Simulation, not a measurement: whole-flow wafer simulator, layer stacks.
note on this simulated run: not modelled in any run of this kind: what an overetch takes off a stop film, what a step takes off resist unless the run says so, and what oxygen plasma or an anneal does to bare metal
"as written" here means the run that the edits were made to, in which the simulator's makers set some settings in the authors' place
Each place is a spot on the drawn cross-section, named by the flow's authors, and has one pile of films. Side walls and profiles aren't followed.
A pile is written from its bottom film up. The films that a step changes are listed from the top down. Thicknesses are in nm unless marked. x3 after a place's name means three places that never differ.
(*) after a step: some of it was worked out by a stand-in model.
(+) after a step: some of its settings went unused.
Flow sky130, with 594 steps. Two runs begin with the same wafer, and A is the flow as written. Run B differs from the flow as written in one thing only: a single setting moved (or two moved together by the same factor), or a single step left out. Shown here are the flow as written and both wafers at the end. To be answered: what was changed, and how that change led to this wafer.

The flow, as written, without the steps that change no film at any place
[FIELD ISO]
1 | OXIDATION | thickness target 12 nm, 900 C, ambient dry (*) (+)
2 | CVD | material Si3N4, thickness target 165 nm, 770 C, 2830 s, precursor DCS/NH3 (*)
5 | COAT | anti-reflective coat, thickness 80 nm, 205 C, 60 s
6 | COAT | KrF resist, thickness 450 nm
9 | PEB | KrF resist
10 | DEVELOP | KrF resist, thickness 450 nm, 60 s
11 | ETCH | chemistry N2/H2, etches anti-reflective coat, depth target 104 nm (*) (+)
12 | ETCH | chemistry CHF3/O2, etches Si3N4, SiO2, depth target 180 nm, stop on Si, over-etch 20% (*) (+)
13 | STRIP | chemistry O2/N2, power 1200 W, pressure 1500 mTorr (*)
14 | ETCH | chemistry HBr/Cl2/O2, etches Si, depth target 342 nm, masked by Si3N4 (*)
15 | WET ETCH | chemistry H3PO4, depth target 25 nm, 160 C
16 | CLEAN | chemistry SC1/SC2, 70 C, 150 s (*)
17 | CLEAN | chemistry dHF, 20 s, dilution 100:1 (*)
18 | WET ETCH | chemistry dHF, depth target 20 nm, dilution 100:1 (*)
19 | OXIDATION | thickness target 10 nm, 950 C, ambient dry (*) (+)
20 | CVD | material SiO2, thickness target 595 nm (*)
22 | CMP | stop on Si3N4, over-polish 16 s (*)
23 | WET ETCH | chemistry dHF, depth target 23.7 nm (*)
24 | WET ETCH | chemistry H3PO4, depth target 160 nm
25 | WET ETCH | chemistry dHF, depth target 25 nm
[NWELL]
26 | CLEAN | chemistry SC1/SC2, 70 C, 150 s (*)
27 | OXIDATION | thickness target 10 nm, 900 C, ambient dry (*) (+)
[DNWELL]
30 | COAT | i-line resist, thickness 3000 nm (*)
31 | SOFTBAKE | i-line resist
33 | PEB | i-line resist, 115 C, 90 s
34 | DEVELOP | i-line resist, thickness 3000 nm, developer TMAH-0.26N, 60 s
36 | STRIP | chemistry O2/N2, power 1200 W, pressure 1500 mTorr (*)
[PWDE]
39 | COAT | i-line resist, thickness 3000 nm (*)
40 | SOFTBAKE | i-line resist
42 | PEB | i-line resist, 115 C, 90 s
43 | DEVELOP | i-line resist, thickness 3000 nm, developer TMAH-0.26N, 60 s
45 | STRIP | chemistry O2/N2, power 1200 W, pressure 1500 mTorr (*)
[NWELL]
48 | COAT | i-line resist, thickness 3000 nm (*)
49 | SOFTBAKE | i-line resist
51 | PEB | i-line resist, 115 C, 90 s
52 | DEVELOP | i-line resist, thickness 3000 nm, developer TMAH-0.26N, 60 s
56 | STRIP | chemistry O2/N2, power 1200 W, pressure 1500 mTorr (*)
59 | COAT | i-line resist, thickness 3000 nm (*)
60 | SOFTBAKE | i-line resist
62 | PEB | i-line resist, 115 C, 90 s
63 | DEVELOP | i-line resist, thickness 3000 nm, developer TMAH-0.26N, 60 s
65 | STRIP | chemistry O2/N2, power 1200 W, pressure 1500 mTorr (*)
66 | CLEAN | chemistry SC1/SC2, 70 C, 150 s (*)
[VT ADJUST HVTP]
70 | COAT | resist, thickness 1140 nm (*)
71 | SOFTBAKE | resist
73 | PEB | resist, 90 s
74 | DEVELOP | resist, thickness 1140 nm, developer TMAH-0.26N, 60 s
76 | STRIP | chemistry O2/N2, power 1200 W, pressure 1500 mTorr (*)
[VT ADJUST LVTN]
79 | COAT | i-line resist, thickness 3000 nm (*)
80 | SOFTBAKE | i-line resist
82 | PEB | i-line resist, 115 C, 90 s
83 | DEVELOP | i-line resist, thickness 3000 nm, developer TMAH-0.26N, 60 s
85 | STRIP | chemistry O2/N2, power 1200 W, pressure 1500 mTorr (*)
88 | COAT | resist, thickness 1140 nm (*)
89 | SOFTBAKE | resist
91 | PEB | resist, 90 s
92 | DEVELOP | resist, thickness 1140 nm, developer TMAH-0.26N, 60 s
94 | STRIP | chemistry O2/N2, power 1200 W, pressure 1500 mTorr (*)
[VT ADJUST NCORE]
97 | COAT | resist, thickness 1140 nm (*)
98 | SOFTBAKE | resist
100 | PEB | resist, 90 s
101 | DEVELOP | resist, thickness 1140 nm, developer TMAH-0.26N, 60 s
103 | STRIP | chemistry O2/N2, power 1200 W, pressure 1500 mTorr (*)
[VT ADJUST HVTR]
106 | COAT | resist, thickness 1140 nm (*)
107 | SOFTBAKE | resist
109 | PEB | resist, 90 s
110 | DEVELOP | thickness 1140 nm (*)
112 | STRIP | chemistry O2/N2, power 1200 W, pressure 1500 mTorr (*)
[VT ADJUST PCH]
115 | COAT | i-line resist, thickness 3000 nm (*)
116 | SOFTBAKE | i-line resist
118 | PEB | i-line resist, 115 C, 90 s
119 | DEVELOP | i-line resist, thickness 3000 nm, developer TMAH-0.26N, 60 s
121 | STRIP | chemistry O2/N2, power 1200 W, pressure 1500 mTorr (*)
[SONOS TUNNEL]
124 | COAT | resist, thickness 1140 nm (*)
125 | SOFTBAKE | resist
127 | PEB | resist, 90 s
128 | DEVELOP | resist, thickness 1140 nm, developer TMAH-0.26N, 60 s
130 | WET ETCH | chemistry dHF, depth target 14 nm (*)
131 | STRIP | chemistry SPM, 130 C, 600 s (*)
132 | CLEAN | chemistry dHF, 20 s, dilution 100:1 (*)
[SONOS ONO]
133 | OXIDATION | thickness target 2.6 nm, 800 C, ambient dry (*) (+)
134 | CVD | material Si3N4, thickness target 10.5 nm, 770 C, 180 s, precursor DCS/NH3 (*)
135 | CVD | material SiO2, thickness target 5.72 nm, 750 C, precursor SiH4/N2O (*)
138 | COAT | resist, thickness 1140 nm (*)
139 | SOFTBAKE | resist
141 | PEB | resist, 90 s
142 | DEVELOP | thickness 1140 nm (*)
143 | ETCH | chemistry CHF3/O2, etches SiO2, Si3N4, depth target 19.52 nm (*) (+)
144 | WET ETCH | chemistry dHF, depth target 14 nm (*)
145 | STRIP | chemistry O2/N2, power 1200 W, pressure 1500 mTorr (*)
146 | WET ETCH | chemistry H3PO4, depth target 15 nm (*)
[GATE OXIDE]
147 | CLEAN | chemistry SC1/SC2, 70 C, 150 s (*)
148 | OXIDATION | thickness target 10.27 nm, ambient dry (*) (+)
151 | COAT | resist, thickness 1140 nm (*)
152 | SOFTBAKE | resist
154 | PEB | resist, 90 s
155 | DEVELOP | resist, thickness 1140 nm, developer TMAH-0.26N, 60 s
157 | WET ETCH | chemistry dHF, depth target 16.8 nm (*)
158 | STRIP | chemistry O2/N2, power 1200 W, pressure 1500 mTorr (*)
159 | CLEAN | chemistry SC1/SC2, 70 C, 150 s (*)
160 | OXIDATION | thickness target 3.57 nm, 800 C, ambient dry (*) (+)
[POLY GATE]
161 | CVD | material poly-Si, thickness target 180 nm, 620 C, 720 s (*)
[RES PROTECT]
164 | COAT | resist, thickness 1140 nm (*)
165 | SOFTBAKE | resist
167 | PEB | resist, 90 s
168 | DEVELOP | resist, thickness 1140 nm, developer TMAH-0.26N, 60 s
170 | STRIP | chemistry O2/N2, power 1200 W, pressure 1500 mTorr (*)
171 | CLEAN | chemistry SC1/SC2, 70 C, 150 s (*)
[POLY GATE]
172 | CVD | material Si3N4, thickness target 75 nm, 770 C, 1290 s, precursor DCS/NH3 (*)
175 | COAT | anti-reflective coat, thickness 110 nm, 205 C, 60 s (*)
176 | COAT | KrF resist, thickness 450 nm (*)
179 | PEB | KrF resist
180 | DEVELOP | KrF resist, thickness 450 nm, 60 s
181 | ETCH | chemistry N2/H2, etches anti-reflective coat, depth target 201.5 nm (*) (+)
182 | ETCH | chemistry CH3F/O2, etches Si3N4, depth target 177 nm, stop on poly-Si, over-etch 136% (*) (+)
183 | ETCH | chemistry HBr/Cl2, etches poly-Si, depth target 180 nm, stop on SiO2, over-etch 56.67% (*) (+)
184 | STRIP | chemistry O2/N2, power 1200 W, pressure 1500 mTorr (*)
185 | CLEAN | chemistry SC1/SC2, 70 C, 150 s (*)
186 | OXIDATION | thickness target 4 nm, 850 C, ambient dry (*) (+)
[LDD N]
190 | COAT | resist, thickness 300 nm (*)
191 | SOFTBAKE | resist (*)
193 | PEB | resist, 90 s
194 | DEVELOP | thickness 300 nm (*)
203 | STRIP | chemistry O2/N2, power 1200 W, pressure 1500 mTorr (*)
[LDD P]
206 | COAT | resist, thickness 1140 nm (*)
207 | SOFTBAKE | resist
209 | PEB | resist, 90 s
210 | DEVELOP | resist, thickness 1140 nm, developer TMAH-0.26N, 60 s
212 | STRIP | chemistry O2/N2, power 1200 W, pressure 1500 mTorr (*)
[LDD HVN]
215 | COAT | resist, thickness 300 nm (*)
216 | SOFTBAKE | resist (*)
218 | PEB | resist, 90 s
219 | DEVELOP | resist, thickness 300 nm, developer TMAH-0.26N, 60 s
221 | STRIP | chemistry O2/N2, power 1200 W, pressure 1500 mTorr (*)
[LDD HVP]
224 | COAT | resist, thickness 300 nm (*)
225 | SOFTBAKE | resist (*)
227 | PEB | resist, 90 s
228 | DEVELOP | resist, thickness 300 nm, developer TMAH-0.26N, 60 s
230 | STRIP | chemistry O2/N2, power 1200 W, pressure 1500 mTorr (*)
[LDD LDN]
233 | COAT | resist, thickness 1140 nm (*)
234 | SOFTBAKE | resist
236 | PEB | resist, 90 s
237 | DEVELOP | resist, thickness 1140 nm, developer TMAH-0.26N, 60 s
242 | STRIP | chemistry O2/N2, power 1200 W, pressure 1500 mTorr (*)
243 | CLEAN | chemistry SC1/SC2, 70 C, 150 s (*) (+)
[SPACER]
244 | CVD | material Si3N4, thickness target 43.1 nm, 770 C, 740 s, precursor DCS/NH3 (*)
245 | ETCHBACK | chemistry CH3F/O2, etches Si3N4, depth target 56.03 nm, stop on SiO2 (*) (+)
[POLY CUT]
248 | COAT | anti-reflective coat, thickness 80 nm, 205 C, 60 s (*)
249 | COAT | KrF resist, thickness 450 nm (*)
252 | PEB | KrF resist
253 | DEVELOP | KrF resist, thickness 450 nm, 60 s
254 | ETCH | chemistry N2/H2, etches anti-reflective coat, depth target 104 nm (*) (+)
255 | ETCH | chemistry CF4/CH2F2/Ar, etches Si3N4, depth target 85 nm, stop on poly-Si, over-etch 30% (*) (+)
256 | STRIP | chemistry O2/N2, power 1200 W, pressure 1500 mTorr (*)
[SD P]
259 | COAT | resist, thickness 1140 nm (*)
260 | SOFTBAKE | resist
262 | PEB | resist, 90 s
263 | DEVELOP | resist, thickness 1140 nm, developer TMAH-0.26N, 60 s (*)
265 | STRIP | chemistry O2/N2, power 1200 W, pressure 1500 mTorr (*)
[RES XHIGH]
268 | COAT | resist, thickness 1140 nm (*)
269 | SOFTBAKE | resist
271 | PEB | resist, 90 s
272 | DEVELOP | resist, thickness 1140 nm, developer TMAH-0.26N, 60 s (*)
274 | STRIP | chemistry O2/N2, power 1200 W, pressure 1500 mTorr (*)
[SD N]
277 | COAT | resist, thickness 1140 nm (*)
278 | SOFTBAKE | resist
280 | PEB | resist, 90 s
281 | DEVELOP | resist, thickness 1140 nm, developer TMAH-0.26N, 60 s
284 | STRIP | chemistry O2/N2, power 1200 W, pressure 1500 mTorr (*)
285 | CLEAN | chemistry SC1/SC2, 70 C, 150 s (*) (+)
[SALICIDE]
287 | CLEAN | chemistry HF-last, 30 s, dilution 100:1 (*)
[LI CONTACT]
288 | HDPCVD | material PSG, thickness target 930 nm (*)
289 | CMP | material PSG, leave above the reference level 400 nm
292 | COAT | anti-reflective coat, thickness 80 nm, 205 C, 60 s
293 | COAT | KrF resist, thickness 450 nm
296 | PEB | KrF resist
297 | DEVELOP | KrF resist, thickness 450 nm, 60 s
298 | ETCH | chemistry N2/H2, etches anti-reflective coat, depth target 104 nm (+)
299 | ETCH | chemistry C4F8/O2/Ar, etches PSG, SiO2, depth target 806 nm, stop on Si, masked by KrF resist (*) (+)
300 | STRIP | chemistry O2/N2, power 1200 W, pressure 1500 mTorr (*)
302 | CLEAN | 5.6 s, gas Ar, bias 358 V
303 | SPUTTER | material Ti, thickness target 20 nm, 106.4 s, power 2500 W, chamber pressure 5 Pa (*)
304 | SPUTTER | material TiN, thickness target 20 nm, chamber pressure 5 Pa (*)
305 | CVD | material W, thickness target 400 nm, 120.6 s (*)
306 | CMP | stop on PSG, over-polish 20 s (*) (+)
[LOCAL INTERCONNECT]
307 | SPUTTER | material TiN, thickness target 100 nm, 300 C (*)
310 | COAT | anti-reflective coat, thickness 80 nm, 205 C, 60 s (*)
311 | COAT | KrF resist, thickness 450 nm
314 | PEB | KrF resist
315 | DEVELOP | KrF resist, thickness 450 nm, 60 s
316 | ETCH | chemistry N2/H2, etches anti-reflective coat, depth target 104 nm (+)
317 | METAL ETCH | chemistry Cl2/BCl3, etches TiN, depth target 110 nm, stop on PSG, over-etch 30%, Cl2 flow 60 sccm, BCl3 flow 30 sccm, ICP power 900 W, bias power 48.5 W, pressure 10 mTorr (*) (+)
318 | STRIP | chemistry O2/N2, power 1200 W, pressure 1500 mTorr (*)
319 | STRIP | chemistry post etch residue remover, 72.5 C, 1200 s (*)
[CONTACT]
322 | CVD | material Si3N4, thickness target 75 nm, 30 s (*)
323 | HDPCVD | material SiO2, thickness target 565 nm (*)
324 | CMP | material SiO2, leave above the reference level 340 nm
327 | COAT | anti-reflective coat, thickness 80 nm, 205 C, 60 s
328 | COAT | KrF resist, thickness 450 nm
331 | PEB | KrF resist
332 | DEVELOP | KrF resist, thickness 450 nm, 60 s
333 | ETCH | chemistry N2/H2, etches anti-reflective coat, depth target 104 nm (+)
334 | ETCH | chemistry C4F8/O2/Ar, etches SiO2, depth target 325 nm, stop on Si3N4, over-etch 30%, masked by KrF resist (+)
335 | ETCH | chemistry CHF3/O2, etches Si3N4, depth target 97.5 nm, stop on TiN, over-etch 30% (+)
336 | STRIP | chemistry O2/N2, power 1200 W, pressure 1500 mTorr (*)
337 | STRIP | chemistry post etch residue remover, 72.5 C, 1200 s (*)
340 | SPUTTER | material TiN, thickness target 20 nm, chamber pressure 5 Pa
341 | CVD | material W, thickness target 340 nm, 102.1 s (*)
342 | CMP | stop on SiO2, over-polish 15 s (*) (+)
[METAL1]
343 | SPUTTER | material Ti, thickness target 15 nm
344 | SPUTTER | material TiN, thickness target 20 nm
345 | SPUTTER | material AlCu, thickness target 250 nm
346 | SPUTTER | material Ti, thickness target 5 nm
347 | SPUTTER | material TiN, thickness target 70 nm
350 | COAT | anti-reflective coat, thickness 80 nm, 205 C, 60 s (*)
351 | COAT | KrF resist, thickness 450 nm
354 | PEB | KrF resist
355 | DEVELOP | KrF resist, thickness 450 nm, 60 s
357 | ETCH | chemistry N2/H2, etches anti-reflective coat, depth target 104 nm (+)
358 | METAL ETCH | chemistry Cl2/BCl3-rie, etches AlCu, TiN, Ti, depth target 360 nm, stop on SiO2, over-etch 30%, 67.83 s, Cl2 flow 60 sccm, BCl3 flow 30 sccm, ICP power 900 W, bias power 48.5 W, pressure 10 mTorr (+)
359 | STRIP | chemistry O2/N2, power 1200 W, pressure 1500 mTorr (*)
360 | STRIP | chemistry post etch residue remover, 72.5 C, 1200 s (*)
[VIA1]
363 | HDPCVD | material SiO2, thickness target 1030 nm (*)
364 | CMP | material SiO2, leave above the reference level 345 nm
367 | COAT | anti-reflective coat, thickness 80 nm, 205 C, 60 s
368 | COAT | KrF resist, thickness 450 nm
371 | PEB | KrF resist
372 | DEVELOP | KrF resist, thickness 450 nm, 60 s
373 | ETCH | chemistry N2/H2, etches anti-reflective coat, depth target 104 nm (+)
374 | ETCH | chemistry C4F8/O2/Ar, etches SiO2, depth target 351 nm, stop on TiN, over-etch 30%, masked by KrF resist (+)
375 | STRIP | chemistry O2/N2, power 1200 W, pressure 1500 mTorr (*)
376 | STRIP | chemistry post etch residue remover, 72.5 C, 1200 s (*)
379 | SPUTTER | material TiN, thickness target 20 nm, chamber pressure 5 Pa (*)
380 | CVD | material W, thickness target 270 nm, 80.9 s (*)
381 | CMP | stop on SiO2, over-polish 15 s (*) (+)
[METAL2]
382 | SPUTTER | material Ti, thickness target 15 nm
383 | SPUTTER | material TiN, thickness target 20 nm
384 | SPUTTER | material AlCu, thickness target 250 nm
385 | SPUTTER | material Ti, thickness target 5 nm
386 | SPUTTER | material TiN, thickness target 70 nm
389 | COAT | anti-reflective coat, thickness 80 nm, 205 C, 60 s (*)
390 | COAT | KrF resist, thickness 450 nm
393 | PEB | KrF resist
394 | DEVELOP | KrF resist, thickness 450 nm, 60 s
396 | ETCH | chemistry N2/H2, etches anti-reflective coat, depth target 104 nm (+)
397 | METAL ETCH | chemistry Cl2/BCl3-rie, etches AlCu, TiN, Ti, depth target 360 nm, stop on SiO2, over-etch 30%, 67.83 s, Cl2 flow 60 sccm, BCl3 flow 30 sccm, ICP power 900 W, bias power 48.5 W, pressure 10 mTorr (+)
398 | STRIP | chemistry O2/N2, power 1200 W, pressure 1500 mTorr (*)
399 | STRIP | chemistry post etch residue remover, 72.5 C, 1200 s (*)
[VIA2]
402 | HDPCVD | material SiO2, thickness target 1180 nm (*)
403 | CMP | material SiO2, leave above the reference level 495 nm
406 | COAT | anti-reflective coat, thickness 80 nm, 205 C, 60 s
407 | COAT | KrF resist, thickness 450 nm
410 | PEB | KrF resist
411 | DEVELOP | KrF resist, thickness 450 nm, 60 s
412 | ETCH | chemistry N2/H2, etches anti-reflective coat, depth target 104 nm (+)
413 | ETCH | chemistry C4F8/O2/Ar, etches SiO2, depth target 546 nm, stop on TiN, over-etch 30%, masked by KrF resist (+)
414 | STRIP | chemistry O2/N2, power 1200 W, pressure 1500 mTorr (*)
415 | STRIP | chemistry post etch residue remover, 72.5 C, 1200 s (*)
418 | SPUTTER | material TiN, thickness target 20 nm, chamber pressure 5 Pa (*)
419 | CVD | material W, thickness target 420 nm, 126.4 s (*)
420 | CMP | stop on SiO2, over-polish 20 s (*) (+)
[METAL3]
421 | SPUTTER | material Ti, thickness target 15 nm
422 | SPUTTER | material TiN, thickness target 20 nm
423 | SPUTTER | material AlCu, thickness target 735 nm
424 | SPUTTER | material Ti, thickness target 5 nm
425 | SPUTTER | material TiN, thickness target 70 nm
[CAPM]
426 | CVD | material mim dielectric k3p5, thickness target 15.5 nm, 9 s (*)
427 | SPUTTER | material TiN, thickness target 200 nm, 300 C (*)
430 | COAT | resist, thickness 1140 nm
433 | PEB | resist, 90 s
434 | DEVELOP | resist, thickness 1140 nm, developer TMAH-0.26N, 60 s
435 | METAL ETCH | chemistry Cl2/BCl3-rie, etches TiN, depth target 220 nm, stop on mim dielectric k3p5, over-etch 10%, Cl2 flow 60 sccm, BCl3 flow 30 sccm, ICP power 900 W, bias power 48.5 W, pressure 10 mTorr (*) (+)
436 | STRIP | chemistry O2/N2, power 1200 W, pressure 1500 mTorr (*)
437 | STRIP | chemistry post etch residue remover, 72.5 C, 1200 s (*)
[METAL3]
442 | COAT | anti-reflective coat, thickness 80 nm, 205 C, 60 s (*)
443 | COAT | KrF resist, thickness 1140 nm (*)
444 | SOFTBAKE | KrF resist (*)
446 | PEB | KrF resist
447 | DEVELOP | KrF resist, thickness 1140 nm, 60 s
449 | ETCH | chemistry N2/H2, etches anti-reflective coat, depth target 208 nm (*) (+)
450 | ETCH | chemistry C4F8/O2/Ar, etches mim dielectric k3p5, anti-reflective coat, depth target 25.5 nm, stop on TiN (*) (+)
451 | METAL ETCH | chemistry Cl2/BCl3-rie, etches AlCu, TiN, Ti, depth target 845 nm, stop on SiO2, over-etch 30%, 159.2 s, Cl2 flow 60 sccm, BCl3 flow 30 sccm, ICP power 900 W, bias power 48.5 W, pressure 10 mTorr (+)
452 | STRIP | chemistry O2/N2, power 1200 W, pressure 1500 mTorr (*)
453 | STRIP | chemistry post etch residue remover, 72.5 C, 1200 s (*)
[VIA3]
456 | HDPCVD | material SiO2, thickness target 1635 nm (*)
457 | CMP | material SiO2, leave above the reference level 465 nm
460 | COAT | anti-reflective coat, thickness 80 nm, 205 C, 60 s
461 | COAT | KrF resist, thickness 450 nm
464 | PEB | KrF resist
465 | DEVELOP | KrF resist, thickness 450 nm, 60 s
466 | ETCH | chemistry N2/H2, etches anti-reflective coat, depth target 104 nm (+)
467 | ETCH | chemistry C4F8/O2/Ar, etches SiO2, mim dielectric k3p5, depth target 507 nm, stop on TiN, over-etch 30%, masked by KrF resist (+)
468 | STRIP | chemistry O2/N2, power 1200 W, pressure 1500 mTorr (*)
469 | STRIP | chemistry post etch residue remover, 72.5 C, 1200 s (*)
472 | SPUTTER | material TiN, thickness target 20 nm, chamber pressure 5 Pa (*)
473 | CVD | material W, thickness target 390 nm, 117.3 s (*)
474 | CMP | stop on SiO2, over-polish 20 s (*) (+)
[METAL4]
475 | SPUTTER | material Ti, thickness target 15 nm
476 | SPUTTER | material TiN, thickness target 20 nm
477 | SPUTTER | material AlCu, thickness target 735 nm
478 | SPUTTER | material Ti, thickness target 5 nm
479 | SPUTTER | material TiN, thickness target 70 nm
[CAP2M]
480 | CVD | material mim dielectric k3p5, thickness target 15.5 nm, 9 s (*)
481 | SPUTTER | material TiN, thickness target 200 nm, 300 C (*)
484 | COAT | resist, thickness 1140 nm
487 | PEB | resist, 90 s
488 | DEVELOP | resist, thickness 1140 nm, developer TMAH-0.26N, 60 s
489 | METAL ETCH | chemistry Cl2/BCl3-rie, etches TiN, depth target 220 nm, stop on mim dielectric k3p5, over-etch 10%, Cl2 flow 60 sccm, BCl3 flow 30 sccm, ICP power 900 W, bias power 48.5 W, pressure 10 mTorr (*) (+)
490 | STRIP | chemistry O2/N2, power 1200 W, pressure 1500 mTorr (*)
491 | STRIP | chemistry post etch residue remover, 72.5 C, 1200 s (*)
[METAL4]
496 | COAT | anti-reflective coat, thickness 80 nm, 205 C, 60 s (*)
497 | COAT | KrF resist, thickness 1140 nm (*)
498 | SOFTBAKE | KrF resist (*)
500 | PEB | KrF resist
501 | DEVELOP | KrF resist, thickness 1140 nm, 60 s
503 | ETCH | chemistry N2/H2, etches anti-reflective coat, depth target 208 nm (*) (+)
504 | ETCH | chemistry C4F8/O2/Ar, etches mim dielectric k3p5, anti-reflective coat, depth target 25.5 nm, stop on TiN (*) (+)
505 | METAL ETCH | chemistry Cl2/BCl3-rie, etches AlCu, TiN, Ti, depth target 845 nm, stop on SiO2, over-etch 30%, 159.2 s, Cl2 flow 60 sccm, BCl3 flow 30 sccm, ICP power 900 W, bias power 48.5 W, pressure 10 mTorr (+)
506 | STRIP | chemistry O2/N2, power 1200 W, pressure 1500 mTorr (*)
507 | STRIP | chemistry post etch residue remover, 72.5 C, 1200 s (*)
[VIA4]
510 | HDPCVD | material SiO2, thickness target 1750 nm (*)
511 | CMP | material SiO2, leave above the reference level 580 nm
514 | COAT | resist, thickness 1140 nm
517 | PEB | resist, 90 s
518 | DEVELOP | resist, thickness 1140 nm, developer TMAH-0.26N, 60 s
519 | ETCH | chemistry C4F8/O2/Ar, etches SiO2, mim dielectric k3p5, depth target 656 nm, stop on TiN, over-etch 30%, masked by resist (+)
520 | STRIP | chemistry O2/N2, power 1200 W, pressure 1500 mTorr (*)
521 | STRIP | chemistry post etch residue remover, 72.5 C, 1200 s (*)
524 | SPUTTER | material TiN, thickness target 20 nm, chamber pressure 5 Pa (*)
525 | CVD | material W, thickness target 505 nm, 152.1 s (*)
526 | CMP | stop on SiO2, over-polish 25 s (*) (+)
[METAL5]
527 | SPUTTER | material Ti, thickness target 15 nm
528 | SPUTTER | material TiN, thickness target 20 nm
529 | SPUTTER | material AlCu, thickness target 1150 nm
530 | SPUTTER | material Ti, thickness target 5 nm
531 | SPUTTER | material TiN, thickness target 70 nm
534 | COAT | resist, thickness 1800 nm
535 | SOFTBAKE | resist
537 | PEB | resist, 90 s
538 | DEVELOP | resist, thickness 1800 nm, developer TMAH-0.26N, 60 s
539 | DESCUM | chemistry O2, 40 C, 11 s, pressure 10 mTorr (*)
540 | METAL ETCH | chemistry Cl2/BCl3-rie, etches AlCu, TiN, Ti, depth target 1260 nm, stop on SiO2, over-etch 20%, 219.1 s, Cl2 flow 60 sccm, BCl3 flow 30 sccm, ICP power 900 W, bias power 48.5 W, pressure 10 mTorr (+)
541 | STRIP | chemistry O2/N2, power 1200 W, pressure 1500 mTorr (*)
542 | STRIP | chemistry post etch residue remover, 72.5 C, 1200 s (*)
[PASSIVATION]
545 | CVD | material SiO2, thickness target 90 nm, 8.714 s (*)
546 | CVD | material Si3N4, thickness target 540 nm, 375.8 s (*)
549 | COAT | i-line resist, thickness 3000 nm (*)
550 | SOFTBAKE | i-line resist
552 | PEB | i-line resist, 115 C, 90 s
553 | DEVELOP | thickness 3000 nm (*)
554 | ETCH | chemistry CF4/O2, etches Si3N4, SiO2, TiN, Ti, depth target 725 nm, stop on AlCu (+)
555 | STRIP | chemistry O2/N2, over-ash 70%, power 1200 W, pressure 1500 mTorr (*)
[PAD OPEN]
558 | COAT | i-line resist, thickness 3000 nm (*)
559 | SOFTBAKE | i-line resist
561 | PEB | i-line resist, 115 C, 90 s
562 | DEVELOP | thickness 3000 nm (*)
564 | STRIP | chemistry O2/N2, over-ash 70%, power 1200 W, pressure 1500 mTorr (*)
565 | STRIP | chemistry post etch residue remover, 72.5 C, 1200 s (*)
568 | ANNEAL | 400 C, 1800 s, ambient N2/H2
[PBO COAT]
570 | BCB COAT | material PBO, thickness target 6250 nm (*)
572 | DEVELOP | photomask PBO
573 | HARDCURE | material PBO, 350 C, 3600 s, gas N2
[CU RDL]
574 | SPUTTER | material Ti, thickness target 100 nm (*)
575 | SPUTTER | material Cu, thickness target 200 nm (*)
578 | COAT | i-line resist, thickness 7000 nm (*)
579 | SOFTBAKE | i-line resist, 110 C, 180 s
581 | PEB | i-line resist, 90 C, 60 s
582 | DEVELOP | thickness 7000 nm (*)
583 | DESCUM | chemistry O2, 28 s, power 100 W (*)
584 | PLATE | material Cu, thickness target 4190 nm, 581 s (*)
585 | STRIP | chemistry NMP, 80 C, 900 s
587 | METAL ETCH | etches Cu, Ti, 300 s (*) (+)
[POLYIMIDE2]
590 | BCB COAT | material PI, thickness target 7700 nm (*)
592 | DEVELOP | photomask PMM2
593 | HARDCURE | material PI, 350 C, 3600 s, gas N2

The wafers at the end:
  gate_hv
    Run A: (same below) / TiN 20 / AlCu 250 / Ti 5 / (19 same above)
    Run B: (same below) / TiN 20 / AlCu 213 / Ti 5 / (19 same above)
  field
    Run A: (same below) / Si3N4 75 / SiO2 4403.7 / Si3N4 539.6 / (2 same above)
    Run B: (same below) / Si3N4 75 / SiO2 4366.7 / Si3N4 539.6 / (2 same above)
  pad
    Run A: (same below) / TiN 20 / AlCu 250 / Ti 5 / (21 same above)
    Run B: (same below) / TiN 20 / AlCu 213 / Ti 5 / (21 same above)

What caused this: step 384, SPUTTER: thickness target 213 nm was run, while the flow as written has thickness target 250 nm.
One can read it off the wafer: gate_hv has AlCu 213, and step 384 as written asks for 250 nm.

The path from the change to this, step by step:
  384 | SPUTTER | material AlCu, thickness target 250 nm
      field, active, n_well and 188 more: A +250 AlCu (new film) | B +213 AlCu (new film)
  397 | METAL ETCH | chemistry Cl2/BCl3-rie, etches AlCu, TiN, Ti, depth target 360 nm, stop on SiO2, over-etch 30%, 67.83 s, Cl2 flow 60 sccm, BCl3 flow 30 sccm, ICP power 900 W, bias power 48.5 W, pressure 10 mTorr (+)
      field, active, gate and 82 more: A -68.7 TiN (all of it), -5 Ti (all of it), -250 AlCu (all of it), -20 TiN (all of it), -15 Ti (all of it), -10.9 SiO2 | B -68.7 TiN (all of it), -5 Ti (all of it), -213 AlCu (all of it), -20 TiN (all of it), -15 Ti (all of it), -14.6 SiO2
  403 | CMP | material SiO2, leave above the reference level 495 nm
      field, active, gate and 82 more: A -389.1 SiO2 | B -422.4 SiO2
